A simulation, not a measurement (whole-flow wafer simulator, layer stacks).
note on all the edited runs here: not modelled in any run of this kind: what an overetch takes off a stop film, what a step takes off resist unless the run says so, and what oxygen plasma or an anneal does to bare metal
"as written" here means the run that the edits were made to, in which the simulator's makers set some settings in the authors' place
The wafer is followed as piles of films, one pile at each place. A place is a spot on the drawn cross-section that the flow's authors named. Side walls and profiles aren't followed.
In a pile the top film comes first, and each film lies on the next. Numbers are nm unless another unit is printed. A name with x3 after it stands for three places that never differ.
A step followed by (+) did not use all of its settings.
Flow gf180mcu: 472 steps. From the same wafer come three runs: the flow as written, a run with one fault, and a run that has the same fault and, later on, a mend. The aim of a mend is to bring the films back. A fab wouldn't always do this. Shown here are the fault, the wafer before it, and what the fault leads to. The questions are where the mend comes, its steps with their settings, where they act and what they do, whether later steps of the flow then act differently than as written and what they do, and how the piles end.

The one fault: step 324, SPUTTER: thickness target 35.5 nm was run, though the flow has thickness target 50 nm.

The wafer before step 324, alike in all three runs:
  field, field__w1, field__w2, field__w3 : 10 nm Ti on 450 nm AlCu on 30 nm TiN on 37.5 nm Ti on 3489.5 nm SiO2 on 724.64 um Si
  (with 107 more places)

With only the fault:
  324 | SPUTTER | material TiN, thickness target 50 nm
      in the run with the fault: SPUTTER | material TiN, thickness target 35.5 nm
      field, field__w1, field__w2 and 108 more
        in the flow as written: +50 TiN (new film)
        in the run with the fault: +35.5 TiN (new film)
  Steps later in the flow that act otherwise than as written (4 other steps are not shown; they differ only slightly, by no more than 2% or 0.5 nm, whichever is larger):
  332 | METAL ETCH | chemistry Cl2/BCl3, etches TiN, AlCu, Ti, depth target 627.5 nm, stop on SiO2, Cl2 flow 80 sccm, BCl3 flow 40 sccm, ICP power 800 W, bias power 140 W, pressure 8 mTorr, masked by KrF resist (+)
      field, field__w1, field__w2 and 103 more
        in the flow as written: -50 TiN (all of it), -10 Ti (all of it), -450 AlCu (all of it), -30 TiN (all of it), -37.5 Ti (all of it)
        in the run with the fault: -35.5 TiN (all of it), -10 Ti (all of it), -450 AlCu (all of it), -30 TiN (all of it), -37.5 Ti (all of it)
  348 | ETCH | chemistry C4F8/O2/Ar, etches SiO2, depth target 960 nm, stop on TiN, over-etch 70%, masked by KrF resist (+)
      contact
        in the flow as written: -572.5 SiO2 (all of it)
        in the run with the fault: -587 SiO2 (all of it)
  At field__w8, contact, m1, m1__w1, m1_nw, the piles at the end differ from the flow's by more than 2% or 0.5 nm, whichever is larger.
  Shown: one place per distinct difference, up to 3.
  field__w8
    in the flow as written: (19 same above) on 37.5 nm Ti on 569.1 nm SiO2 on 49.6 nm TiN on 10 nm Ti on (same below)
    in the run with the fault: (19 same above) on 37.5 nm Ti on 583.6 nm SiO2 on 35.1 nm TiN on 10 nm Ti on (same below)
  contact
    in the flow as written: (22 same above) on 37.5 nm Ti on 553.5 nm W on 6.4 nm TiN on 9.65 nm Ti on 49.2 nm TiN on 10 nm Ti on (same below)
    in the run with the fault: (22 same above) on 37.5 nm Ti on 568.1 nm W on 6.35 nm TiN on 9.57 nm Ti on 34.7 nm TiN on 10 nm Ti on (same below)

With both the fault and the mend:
  The mend follows step 324.
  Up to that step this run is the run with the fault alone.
  324a | SPUTTER | material TiN, thickness target 14.5 nm (a further turn of the flow's step 324, with different settings)
      field, field__w1, field__w2 and 108 more
        +14.5 TiN
  None of the later steps of the flow acts differently than as written at any place that is followed.
  The piles end the same as the flow's at every place that both follow.
